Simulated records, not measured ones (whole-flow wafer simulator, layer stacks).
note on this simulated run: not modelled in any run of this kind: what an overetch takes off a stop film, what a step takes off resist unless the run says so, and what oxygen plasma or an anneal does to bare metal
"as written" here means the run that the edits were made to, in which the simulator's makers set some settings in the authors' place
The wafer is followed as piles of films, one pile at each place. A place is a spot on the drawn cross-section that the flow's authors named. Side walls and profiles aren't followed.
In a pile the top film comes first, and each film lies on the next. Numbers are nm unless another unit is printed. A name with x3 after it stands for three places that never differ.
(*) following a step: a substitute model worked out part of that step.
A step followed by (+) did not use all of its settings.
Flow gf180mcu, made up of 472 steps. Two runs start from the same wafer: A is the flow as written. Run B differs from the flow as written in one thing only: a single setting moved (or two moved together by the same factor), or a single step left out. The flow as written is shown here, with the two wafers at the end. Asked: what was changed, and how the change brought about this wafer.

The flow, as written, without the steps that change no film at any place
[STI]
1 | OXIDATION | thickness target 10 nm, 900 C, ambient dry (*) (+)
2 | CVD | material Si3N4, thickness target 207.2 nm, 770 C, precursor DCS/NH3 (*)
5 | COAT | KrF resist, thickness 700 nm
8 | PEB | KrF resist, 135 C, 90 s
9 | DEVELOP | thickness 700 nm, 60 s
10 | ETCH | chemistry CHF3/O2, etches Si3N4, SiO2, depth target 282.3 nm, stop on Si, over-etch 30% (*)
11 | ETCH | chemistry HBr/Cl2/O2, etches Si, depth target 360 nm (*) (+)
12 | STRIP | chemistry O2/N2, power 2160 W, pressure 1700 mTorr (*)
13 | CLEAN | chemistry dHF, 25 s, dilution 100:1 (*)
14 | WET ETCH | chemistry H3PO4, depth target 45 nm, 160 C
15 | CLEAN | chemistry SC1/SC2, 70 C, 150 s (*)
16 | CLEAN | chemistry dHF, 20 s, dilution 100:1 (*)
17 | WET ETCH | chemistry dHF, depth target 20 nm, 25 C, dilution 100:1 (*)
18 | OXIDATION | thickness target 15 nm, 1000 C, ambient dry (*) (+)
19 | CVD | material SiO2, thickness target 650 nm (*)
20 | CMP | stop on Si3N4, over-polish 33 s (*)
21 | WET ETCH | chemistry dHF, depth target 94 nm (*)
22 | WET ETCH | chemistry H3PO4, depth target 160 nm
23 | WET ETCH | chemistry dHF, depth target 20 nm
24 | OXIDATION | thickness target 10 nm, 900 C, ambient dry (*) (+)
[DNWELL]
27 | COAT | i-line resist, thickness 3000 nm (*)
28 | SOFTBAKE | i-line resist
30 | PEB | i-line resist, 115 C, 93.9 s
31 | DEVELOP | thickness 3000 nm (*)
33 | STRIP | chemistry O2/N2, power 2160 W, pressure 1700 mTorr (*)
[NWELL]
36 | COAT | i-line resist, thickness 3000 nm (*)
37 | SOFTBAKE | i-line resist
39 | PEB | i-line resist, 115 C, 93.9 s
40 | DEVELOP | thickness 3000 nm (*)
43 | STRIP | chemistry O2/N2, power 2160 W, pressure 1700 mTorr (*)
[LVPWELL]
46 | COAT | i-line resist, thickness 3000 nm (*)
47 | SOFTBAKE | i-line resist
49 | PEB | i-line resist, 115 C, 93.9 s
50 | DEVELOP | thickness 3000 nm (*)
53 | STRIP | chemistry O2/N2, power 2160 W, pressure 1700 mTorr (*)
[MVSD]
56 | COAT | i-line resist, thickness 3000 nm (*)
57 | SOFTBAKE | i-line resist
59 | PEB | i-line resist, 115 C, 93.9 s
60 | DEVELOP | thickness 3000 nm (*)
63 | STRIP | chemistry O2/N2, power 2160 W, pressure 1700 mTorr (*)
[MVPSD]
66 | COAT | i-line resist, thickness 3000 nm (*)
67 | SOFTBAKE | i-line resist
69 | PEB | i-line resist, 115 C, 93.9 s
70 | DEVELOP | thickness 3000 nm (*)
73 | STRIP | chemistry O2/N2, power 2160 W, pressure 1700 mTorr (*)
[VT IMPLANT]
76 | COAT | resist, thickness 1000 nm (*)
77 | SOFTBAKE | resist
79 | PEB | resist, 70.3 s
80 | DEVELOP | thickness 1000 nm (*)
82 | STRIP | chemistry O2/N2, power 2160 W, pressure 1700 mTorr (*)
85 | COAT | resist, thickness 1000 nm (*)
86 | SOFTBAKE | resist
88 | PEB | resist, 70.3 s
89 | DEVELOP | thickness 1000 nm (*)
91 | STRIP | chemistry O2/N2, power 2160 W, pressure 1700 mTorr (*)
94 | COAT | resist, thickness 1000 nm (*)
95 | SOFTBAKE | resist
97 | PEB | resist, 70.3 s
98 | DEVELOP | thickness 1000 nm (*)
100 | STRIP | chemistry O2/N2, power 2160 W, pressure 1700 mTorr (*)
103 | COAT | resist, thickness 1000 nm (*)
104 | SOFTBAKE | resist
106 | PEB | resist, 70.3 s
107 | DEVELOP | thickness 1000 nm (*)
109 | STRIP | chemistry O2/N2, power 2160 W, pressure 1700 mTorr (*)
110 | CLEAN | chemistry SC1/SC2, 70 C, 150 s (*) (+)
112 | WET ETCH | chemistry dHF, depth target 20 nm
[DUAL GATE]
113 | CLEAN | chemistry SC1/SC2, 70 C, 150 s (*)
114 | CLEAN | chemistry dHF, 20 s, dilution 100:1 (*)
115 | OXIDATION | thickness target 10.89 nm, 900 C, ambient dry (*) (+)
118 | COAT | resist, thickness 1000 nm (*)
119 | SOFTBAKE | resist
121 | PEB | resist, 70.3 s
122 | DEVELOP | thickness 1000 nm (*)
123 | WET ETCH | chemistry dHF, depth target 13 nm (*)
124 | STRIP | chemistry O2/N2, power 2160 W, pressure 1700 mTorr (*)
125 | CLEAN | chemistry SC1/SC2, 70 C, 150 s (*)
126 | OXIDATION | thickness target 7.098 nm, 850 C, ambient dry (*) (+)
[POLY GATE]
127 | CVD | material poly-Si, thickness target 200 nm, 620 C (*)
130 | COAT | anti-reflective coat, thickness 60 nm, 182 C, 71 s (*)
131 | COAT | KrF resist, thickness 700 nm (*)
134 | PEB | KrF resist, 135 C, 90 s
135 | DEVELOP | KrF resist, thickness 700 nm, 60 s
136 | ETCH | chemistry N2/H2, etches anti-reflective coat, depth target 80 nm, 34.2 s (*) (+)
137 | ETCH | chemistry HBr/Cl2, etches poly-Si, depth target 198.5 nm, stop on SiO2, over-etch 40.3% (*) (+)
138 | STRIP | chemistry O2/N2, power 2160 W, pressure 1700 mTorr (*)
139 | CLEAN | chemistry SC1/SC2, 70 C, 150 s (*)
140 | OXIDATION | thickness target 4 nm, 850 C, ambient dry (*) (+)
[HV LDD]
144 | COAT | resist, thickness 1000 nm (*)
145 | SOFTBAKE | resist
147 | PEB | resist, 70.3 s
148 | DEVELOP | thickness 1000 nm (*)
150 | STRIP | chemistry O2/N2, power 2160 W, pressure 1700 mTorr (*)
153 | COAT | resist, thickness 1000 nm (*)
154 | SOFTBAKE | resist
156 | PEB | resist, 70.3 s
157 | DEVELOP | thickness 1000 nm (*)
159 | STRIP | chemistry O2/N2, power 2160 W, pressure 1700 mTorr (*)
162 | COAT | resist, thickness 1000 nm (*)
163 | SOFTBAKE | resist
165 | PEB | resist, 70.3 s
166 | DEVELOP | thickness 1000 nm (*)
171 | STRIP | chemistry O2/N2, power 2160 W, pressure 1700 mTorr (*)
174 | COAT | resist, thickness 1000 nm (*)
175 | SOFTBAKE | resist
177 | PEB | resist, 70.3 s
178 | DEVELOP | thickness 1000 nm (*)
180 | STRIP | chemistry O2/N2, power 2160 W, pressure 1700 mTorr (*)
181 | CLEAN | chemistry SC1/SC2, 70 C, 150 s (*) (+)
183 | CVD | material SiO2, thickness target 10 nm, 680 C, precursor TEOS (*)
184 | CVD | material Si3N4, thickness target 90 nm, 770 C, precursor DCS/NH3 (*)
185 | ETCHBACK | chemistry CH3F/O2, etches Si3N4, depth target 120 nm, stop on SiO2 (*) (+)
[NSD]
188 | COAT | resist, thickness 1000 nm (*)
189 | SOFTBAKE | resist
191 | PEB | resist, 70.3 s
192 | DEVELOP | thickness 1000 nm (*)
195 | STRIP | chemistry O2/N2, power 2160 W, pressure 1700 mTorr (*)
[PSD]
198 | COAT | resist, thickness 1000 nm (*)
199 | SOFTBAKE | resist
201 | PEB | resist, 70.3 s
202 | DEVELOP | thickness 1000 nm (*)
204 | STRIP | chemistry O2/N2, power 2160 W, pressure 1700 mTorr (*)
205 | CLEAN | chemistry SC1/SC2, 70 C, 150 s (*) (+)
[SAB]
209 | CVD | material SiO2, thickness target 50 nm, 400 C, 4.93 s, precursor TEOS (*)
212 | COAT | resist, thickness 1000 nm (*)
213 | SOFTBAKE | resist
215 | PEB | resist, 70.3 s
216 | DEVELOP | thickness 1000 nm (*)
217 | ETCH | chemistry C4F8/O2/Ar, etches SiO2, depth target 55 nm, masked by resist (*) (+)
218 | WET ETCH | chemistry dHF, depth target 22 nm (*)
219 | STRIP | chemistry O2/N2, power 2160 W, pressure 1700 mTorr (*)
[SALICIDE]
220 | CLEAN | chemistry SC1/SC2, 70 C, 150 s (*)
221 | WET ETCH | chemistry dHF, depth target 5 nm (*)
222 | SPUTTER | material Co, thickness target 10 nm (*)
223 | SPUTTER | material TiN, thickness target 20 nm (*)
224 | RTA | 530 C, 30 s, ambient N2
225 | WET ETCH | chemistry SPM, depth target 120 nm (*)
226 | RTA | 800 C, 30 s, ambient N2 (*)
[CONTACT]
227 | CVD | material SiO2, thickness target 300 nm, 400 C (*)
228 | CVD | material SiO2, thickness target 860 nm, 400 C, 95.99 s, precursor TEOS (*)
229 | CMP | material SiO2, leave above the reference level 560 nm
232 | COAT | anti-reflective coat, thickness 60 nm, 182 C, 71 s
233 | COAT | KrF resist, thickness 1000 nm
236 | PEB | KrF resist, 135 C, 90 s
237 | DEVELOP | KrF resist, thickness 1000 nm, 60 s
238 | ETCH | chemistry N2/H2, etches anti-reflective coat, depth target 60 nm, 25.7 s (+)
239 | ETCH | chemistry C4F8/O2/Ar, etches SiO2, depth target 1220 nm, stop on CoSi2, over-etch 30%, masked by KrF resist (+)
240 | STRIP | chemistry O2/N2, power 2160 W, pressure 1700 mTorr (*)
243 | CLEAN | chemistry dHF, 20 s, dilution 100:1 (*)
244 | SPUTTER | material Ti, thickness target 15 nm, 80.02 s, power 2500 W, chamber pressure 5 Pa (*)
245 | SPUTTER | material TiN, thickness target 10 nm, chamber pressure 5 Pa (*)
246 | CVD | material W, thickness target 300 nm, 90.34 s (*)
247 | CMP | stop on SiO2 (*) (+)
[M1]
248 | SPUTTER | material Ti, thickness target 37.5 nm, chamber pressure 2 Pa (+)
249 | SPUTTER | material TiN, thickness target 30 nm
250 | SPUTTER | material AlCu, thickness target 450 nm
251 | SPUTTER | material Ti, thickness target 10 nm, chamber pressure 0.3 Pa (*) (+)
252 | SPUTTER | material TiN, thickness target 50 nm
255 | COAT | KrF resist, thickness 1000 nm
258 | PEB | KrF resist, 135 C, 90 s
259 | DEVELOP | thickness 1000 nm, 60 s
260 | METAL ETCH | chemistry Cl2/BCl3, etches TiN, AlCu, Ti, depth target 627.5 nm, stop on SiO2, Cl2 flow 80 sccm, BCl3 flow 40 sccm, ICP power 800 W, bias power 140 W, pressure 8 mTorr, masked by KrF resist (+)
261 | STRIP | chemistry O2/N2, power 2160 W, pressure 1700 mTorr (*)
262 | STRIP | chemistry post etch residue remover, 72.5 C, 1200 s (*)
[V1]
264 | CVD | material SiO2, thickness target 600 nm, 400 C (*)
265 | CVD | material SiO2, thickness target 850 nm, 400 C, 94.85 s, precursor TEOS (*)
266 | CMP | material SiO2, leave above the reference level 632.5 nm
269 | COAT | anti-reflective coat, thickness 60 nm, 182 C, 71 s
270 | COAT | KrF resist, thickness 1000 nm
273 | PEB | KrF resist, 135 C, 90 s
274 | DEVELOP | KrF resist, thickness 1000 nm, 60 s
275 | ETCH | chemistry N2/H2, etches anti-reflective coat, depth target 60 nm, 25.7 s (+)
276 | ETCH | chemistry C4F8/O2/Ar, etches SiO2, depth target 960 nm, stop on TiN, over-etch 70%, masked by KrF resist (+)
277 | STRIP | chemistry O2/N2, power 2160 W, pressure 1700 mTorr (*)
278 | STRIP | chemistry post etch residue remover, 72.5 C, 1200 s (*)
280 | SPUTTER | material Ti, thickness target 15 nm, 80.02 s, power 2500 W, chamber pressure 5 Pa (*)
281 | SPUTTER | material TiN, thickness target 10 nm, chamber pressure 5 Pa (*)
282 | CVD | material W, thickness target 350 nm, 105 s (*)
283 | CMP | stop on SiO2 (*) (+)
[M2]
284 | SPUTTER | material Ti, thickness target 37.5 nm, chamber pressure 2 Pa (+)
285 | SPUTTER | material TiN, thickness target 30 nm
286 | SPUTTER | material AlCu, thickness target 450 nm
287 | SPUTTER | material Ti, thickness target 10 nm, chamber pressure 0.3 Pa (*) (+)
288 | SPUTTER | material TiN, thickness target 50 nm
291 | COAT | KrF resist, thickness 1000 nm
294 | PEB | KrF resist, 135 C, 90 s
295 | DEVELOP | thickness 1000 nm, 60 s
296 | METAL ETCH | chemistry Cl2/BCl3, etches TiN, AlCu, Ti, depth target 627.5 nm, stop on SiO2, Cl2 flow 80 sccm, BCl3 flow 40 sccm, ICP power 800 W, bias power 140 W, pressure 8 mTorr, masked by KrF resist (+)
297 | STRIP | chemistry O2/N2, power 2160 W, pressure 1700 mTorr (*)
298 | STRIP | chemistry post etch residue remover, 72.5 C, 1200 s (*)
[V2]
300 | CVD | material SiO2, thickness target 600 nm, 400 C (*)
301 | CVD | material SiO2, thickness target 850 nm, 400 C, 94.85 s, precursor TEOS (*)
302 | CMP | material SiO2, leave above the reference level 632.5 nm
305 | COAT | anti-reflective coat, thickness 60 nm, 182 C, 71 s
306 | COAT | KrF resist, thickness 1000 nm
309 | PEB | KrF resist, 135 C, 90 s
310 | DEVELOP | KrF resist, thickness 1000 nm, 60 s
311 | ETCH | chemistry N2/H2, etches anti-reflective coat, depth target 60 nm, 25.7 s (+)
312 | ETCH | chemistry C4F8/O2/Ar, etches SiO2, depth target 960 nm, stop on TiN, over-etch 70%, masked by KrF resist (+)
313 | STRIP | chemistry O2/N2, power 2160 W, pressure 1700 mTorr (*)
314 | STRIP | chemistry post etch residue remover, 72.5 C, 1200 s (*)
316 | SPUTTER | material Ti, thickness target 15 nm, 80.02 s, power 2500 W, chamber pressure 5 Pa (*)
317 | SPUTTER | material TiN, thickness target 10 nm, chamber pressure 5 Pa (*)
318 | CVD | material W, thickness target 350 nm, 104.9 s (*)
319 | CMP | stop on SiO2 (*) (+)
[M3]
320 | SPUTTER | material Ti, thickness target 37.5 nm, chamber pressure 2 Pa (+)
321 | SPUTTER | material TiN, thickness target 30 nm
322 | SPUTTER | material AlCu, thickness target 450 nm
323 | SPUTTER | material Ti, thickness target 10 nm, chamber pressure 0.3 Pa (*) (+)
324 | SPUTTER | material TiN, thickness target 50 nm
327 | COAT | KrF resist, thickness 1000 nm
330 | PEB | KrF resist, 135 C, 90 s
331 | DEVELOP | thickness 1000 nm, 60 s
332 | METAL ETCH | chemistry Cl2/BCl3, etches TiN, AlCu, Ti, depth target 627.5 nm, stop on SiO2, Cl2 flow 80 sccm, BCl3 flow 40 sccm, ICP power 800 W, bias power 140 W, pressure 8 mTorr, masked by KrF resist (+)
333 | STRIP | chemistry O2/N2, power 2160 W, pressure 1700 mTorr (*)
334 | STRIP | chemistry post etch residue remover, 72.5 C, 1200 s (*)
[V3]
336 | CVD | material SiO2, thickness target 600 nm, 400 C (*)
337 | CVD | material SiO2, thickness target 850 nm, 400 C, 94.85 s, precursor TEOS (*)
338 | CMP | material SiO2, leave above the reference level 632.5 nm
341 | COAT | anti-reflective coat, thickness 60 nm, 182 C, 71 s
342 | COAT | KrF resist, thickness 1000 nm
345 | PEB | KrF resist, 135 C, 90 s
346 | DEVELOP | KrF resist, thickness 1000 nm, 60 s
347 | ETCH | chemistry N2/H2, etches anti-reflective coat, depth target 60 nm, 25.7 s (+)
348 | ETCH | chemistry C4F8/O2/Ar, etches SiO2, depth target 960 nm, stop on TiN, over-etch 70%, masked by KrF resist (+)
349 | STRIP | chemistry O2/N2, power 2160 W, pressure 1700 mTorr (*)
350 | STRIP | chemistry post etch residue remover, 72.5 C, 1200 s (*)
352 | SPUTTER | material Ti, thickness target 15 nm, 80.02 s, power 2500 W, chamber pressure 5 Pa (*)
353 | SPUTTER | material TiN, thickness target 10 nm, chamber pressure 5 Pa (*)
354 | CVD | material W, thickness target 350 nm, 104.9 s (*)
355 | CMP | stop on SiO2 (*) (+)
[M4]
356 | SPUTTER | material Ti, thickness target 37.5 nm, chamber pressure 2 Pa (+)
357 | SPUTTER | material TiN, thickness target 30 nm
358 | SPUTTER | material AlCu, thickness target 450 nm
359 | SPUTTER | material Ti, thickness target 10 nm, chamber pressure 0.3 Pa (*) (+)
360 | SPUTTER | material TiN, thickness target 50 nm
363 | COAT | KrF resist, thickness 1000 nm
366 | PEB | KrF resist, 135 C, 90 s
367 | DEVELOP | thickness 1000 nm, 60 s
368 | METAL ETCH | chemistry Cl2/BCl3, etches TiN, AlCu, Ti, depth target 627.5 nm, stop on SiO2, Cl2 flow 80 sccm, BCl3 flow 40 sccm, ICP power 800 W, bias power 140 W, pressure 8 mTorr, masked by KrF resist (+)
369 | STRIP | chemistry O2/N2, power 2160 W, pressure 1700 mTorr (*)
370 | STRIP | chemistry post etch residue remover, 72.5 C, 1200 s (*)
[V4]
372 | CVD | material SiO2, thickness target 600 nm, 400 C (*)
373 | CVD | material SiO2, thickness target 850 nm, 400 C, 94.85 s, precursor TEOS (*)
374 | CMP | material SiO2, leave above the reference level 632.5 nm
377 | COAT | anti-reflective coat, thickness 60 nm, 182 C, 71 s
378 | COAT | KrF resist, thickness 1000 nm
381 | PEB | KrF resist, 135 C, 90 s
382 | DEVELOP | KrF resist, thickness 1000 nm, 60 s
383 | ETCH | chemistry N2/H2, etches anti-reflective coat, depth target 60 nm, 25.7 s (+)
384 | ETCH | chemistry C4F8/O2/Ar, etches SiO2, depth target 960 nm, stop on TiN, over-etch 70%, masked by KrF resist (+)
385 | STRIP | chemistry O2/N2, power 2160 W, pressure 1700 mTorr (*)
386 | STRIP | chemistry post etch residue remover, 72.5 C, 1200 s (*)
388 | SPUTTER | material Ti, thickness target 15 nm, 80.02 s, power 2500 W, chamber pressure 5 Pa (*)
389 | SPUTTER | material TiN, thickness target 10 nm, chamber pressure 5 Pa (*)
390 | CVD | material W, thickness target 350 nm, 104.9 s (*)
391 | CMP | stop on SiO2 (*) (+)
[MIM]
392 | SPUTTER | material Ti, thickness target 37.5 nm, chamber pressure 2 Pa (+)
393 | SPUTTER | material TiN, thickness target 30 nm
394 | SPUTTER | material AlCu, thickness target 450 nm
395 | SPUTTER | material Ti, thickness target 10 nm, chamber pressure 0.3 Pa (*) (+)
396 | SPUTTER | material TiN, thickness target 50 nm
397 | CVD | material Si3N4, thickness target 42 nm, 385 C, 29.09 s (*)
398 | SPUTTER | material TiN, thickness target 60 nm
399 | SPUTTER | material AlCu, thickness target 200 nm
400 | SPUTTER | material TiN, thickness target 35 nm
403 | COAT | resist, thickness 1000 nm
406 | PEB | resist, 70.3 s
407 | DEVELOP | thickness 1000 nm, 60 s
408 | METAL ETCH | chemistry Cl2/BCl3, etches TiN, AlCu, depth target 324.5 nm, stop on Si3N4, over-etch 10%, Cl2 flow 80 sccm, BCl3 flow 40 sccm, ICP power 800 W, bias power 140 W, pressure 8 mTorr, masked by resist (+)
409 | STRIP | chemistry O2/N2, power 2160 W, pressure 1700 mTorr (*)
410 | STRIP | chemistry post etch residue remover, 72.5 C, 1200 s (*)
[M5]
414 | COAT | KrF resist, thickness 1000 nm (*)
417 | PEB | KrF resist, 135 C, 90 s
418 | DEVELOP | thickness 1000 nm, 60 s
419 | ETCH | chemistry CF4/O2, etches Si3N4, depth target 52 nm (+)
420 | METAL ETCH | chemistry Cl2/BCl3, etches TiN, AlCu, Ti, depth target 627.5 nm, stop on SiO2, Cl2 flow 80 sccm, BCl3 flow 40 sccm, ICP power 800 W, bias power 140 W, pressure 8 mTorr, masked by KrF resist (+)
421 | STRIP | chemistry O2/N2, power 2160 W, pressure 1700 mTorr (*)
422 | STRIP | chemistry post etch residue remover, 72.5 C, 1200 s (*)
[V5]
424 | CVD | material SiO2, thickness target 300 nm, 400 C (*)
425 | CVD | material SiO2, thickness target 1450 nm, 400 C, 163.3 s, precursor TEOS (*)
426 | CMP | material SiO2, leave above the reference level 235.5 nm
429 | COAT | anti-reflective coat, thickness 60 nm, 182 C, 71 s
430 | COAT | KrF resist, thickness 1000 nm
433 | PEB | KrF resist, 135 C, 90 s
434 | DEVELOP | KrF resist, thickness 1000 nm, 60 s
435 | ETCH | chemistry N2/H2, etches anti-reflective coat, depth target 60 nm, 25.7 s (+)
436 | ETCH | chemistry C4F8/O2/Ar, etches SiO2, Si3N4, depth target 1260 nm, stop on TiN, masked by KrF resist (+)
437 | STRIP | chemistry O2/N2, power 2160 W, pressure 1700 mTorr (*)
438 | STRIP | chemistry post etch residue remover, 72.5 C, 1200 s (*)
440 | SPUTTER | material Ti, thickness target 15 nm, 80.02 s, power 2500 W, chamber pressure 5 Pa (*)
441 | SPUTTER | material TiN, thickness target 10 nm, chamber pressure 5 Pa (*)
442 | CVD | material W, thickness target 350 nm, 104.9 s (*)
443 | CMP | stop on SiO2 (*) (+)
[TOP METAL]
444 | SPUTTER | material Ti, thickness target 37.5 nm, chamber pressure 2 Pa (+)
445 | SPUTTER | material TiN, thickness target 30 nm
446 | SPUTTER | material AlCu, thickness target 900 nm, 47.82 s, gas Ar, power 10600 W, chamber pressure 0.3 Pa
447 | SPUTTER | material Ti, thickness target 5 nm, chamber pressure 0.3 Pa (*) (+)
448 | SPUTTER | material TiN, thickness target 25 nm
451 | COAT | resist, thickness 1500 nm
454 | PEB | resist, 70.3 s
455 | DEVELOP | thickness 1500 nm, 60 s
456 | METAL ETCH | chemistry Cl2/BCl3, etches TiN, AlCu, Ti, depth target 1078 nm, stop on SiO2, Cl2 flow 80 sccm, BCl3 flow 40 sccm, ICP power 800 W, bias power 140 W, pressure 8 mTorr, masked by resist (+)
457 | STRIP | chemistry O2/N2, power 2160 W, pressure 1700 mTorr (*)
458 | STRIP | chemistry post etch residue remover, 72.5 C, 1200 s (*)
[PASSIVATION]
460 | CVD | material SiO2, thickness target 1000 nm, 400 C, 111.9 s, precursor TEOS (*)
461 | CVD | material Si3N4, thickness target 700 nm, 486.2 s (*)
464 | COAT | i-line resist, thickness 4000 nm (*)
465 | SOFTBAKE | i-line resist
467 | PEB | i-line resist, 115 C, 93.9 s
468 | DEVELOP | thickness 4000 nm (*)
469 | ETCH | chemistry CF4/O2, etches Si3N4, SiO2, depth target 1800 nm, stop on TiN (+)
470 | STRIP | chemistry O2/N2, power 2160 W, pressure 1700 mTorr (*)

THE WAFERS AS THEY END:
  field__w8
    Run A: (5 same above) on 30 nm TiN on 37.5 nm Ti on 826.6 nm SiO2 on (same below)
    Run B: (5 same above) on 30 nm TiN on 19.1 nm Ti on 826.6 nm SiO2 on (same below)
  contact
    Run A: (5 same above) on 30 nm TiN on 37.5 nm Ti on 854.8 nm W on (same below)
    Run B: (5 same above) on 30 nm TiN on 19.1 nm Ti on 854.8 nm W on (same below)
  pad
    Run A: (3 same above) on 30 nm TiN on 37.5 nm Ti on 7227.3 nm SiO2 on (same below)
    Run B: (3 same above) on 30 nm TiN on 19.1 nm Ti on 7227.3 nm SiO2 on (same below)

What caused this: step 444, SPUTTER: thickness target 19.1 nm was run, while the flow as written has thickness target 37.5 nm.
The wafer itself shows it: field__w8 has Ti 19.1, and step 444 as written asks for 37.5 nm.

Step by step, how the change led to this:
  444 | SPUTTER | material Ti, thickness target 37.5 nm, chamber pressure 2 Pa (+)
      field, field__w1, field__w2 and 109 more: A +37.5 Ti (new film) | B +19.1 Ti (new film)
  456 | METAL ETCH | chemistry Cl2/BCl3, etches TiN, AlCu, Ti, depth target 1078 nm, stop on SiO2, Cl2 flow 80 sccm, BCl3 flow 40 sccm, ICP power 800 W, bias power 140 W, pressure 8 mTorr, masked by resist (+)
      field, field__w1, field__w2 and 103 more: A -25 TiN (all of it), -5 Ti (all of it), -900 AlCu (all of it), -30 TiN (all of it), -37.5 Ti (all of it) | B -25 TiN (all of it), -5 Ti (all of it), -900 AlCu (all of it), -30 TiN (all of it), -19.1 Ti (all of it)
  465 | SOFTBAKE | i-line resist
      ld_acc_p, ld_fp_p, ld_drift_p: A +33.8 i-line resist | B +32.9 i-line resist
      field__w11, field__w13: A +37.6 i-line resist | B +36.6 i-line resist
      (also at 58 further places)
